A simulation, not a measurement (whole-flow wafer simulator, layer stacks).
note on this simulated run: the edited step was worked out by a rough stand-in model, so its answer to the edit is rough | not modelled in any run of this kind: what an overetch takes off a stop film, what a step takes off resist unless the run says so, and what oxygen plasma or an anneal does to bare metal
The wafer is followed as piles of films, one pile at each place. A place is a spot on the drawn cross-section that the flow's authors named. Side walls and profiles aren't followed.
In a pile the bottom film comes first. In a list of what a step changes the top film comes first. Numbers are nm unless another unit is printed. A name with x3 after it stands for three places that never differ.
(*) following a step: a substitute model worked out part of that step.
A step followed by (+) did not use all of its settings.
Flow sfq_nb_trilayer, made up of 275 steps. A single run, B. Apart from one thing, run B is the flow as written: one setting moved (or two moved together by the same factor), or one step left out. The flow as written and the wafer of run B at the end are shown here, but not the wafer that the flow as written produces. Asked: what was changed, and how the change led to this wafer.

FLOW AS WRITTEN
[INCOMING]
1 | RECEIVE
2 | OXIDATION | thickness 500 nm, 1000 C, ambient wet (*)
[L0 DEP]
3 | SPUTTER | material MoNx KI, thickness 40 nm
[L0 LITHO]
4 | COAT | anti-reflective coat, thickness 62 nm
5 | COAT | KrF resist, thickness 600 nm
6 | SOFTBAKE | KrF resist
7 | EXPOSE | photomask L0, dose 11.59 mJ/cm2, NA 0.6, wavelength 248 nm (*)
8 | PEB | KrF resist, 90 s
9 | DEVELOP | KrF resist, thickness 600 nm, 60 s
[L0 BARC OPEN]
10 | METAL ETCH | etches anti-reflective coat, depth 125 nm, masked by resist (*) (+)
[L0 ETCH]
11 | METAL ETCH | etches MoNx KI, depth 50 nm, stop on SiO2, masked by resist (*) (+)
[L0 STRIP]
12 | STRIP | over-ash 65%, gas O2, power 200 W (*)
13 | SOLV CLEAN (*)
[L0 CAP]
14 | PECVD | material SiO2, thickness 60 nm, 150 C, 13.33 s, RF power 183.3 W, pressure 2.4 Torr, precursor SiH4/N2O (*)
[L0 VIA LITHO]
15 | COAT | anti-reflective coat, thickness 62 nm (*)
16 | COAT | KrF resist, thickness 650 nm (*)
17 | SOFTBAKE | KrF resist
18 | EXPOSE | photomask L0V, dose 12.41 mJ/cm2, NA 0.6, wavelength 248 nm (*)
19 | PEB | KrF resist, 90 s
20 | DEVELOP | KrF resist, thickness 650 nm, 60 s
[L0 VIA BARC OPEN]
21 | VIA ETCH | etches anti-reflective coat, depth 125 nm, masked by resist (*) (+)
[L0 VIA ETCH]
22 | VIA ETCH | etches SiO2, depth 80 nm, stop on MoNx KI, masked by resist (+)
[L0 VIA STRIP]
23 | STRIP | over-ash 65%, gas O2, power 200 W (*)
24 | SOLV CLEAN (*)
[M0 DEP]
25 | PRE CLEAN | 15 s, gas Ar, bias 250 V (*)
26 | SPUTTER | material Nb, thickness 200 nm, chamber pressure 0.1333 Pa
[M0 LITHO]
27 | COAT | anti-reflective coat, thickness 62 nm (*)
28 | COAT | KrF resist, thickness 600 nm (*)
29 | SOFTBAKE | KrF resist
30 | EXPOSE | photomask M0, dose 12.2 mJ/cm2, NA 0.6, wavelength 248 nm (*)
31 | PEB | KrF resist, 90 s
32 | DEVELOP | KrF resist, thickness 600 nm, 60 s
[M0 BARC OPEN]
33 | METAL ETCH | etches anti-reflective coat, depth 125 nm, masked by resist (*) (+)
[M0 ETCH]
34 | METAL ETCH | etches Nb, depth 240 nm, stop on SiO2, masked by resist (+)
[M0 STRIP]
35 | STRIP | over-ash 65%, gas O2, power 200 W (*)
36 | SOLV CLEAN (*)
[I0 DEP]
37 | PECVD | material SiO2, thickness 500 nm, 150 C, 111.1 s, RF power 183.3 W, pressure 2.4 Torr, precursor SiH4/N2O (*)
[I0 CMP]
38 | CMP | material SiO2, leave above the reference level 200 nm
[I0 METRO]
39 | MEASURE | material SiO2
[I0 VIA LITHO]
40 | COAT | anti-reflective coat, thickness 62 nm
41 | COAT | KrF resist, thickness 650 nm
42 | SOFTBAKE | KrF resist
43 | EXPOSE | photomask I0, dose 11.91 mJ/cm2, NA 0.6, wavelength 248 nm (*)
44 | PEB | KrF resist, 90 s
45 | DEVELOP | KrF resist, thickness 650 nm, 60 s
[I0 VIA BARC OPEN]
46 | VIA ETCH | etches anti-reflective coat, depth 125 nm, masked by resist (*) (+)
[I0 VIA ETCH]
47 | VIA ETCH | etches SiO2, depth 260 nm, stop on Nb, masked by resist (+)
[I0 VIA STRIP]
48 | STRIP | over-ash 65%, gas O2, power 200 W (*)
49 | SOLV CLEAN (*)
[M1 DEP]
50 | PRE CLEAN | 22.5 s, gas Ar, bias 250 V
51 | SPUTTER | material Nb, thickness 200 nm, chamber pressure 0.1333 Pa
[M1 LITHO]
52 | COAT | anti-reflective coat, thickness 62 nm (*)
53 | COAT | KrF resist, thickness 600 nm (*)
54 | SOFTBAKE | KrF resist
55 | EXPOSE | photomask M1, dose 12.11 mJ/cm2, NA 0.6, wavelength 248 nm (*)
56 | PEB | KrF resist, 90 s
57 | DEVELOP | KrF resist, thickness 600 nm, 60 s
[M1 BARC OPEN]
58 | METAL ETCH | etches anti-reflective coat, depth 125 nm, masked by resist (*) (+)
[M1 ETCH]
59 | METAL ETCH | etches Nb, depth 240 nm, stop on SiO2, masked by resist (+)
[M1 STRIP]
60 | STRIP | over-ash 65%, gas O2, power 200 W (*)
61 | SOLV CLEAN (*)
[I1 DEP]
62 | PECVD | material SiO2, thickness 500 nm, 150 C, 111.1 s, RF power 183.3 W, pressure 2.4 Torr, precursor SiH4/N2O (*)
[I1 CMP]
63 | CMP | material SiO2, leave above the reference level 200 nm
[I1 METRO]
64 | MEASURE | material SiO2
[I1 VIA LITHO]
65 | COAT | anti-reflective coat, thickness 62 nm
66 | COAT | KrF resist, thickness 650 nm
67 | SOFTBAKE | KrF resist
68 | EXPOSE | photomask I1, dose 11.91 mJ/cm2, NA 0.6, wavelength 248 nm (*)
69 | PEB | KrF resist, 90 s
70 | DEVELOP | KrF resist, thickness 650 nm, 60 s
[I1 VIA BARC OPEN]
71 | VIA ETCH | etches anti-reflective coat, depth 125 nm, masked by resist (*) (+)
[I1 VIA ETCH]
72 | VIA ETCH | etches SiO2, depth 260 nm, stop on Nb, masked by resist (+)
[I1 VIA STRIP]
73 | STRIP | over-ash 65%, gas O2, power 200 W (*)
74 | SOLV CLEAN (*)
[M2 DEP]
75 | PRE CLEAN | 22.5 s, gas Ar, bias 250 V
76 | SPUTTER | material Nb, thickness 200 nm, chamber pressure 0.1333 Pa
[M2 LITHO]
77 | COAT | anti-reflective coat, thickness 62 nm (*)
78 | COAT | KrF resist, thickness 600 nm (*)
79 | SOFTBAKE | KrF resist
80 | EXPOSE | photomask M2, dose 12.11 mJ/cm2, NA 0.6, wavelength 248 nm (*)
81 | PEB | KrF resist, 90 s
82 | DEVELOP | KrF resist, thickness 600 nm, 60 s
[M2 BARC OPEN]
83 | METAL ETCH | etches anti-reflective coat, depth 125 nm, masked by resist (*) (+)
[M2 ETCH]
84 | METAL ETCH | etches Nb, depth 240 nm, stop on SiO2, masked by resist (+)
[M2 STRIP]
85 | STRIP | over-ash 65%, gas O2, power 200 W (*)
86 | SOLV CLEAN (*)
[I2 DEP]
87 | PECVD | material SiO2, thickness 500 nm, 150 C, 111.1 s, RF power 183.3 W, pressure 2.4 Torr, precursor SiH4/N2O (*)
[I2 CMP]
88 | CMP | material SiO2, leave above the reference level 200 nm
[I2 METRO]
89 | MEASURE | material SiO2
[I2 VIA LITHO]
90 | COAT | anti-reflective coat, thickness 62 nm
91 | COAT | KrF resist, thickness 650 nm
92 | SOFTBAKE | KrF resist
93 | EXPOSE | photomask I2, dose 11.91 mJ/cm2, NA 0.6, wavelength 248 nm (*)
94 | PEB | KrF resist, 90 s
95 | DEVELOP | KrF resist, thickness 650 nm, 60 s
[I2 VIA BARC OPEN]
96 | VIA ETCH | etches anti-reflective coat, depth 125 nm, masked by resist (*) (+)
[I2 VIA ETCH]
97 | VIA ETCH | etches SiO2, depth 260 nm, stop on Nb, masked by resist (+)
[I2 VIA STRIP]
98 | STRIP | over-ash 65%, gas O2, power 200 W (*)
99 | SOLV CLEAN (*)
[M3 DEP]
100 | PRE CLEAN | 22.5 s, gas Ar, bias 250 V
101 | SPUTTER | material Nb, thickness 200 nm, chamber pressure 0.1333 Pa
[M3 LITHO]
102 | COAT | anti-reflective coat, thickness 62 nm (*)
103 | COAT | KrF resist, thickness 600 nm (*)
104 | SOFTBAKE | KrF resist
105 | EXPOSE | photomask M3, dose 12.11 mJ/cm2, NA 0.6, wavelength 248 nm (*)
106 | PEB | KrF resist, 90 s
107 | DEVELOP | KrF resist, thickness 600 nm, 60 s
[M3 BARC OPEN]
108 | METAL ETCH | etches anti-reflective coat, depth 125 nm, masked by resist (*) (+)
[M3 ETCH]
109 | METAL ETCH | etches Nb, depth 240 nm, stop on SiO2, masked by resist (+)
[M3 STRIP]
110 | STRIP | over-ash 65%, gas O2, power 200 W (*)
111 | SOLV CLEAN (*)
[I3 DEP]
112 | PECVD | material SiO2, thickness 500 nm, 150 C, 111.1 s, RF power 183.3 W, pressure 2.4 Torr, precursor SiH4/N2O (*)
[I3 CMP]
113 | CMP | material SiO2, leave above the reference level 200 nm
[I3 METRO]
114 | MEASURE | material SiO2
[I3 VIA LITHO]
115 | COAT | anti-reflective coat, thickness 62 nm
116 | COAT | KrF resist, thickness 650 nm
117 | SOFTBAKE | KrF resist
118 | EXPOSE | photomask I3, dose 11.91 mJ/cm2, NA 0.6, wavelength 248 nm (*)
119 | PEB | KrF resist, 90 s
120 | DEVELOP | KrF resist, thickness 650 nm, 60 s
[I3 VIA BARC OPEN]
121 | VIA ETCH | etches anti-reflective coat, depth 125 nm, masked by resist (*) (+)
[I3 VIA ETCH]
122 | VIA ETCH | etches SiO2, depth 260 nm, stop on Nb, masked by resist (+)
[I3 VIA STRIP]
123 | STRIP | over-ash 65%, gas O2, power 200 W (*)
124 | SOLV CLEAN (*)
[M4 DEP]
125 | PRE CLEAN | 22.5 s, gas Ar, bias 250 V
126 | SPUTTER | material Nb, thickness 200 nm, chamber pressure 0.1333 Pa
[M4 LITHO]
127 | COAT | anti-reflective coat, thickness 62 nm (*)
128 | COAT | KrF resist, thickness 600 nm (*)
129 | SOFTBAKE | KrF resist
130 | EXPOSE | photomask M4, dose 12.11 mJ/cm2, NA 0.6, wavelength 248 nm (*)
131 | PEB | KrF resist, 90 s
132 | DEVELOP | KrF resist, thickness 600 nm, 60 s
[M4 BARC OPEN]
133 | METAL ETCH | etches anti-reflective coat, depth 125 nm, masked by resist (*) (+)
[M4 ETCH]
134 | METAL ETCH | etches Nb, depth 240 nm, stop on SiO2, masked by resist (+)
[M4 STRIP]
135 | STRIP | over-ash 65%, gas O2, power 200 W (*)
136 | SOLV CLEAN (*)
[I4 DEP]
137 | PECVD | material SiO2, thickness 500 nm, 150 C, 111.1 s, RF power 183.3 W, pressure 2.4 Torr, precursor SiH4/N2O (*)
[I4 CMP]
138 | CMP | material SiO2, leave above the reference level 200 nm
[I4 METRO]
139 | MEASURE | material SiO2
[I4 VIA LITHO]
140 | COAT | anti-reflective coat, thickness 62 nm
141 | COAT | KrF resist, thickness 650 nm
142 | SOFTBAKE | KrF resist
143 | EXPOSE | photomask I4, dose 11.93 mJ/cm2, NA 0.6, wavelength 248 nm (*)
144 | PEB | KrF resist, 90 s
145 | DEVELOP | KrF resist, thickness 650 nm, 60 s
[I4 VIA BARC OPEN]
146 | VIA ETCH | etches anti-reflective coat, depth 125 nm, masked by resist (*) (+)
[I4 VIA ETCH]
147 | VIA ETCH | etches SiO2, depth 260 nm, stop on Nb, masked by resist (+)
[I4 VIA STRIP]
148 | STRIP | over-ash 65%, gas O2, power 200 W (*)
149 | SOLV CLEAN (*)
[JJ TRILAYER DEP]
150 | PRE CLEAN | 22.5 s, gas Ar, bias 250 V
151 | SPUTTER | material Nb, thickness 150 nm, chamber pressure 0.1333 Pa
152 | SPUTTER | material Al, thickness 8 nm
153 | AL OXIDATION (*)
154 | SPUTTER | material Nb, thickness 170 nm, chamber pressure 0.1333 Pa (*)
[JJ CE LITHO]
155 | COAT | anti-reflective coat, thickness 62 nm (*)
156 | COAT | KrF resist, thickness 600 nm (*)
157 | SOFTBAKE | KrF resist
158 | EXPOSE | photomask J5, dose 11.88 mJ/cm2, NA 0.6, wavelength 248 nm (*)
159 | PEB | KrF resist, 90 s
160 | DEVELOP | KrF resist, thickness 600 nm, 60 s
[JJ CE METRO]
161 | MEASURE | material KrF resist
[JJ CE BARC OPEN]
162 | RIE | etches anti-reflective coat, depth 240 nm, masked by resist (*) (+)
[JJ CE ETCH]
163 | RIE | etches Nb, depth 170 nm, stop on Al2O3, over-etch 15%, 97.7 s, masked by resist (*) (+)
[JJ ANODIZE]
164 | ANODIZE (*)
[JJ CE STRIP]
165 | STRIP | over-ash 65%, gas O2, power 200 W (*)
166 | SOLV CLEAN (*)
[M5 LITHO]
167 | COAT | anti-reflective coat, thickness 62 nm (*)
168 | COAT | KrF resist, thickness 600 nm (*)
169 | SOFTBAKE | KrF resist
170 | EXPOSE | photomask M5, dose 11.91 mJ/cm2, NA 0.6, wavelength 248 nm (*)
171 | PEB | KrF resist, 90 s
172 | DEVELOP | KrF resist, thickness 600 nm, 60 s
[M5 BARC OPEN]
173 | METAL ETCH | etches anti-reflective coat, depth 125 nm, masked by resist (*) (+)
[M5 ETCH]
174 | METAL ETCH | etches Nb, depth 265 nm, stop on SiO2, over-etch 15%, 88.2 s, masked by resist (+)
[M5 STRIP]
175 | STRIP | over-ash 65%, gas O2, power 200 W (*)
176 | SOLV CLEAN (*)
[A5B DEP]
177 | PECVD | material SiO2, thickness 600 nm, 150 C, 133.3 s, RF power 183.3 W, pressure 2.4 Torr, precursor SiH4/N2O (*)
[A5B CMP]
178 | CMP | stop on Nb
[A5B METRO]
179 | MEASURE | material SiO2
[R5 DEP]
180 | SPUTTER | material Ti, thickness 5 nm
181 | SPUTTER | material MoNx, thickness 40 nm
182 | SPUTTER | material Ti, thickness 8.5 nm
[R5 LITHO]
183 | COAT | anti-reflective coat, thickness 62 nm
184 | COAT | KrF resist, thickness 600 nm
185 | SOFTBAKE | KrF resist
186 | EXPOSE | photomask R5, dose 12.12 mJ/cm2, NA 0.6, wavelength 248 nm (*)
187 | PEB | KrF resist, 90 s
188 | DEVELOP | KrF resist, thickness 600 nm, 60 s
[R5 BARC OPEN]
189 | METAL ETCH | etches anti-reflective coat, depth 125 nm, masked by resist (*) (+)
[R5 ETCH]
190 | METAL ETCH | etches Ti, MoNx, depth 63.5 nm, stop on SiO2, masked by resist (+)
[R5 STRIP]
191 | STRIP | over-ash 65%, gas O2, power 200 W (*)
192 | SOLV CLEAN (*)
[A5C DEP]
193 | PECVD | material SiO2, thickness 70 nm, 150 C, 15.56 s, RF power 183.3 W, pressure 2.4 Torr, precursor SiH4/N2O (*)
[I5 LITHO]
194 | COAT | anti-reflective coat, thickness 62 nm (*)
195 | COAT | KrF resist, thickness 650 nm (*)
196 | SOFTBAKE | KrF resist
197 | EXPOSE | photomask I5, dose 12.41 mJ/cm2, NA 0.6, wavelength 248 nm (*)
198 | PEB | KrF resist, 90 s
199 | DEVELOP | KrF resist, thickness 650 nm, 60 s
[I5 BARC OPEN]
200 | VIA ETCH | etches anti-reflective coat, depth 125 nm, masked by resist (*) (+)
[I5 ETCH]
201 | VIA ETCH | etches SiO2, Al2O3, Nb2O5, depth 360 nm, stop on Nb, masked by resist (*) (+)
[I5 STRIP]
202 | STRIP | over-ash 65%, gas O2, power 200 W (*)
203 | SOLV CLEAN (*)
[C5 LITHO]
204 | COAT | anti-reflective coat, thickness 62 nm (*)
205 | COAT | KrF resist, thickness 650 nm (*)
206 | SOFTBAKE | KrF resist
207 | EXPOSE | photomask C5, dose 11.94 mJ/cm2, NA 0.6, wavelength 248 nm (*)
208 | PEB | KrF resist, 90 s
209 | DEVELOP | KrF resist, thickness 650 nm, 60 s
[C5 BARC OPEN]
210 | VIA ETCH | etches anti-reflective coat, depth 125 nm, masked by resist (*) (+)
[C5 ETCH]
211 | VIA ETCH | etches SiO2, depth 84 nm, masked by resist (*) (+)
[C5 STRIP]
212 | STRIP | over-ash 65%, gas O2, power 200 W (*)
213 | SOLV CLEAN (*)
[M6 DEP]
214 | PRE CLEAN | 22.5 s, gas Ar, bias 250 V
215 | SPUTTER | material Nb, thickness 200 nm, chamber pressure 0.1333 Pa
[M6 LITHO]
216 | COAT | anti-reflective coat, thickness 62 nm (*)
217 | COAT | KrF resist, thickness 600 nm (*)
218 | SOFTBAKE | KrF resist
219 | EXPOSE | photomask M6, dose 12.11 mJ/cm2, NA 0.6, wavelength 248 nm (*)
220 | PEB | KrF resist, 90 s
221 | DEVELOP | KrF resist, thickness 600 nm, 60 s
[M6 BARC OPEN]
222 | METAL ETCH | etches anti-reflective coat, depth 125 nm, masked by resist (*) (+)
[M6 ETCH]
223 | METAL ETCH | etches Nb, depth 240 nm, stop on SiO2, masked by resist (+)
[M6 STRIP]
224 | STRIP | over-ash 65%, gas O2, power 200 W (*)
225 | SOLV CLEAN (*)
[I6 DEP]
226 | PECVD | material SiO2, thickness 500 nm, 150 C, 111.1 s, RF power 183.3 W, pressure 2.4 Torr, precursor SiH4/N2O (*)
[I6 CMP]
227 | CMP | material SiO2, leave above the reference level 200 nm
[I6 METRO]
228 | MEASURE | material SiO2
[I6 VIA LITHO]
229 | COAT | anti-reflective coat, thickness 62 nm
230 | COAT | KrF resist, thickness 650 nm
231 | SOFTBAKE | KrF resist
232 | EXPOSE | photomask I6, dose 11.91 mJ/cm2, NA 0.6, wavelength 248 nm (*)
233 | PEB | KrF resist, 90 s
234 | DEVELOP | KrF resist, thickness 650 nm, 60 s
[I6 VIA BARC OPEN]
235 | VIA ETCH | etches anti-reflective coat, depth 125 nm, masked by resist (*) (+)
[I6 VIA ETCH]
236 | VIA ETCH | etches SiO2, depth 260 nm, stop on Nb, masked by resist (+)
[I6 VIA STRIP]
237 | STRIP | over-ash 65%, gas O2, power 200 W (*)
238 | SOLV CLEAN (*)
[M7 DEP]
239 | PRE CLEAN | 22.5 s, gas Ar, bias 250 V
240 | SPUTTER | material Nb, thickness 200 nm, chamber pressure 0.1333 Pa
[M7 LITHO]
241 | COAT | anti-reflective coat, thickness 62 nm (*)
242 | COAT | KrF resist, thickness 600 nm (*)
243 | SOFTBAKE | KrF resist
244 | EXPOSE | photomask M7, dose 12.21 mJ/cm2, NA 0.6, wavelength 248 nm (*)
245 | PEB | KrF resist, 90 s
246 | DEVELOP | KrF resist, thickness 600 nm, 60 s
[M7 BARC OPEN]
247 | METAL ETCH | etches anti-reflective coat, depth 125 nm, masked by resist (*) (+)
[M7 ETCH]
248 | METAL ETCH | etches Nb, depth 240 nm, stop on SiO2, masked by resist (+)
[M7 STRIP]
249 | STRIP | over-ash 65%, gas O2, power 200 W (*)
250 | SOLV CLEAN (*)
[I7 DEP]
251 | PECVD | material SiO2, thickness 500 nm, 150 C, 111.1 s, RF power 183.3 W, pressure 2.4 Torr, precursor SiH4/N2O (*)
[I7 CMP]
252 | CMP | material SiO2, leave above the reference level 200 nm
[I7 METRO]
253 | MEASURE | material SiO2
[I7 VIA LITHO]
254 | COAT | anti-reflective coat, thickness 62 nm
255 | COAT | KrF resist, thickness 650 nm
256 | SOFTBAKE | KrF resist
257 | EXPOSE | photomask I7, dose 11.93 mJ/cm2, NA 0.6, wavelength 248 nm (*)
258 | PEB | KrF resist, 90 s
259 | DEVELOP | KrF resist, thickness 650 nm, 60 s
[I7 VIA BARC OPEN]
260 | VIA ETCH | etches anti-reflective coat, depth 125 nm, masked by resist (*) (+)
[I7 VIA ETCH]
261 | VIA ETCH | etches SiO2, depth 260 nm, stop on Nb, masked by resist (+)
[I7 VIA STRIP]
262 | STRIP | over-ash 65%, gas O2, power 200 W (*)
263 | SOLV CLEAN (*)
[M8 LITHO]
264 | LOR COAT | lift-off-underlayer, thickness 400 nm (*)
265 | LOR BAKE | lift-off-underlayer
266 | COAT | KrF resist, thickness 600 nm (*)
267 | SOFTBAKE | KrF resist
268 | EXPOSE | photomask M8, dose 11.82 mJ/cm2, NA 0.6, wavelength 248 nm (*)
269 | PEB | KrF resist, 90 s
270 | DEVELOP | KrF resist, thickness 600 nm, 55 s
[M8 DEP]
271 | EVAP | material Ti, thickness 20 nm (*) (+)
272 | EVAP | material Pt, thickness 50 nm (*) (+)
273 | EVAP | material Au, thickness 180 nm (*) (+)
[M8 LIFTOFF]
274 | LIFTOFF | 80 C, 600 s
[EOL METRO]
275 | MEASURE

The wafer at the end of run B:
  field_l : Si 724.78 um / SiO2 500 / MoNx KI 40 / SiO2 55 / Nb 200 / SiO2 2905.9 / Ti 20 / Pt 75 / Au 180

What caused this: step 272, EVAP: thickness 75 nm was run, while the flow as written has thickness 50 nm.
The wafer itself shows it: field_l has Pt 75, and step 272 as written asks for 50 nm.

The path from the change to this, step by step:
  272 | EVAP | material Pt, thickness 50 nm (*) (+)
      field_l, v_sur, via_wl and 103 more: +75 Pt (new film) (it would be, as written: +50 Pt (new film))
  274 | LIFTOFF | 80 C, 600 s
      p4_fl x3, p4_w1 x9, p4_g1 x2 and 60 more: -180 Au (all of it), -75 Pt (all of it), -20 Ti (all of it), -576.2 KrF resist (all of it), -400 lift-off-underlayer (all of it) (it would be, as written: -180 Au (all of it), -50 Pt (all of it), -20 Ti (all of it), -576.2 KrF resist (all of it), -400 lift-off-underlayer (all of it))
      c5j, ce_r: -180 Au (all of it), -75 Pt (all of it), -20 Ti (all of it), -573.3 KrF resist (all of it), -399.3 lift-off-underlayer (all of it) (it would be, as written: -180 Au (all of it), -50 Pt (all of it), -20 Ti (all of it), -573.3 KrF resist (all of it), -399.3 lift-off-underlayer (all of it))
      (as well as at 19 more places)
